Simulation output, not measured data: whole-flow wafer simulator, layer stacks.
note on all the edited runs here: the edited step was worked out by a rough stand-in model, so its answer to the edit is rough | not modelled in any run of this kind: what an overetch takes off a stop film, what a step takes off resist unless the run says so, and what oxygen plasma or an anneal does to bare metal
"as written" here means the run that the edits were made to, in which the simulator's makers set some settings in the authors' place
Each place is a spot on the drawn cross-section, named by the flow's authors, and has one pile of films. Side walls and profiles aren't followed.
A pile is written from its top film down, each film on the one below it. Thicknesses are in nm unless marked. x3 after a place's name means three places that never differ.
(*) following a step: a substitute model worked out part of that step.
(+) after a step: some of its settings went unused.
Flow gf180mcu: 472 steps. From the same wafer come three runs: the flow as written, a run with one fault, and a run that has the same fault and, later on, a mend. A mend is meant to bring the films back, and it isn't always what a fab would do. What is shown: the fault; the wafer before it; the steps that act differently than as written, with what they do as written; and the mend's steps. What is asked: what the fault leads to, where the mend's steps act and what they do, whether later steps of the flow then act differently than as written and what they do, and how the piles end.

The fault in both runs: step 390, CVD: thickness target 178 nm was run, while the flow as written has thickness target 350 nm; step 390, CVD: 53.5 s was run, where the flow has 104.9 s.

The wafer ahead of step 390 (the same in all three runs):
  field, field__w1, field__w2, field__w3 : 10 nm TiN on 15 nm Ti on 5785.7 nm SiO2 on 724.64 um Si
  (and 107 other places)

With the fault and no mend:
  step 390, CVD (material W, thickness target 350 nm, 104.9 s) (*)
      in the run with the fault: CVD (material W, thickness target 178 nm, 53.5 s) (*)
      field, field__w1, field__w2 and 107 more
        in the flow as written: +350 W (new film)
        in the run with the fault: +180 W (new film)
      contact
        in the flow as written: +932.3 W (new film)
        in the run with the fault: +762.2 W (new film)
  Steps later in the flow that act otherwise than as written:
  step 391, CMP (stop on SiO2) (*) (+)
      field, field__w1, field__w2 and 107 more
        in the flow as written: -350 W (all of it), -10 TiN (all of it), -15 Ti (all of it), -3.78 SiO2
        in the run with the fault: -180 W (all of it), -10 TiN (all of it), -15 Ti (all of it), -2.07 SiO2
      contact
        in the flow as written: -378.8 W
        in the run with the fault: -207 W
  At the end the piles are close to the flow's at the places that both follow, differing by at most 2% or 0.5 nm, whichever is larger.

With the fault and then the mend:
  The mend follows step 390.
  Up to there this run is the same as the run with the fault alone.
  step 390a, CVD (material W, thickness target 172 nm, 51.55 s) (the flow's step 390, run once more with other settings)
      field, field__w1, field__w2 and 108 more
        +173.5 W
  Later steps of the flow that are run all act as written at every place that is followed, up to a difference of at most 2% or 0.5 nm, whichever is larger.
  At the end the piles are close to the flow's at the places that both follow, differing by at most 2% or 0.5 nm, whichever is larger.
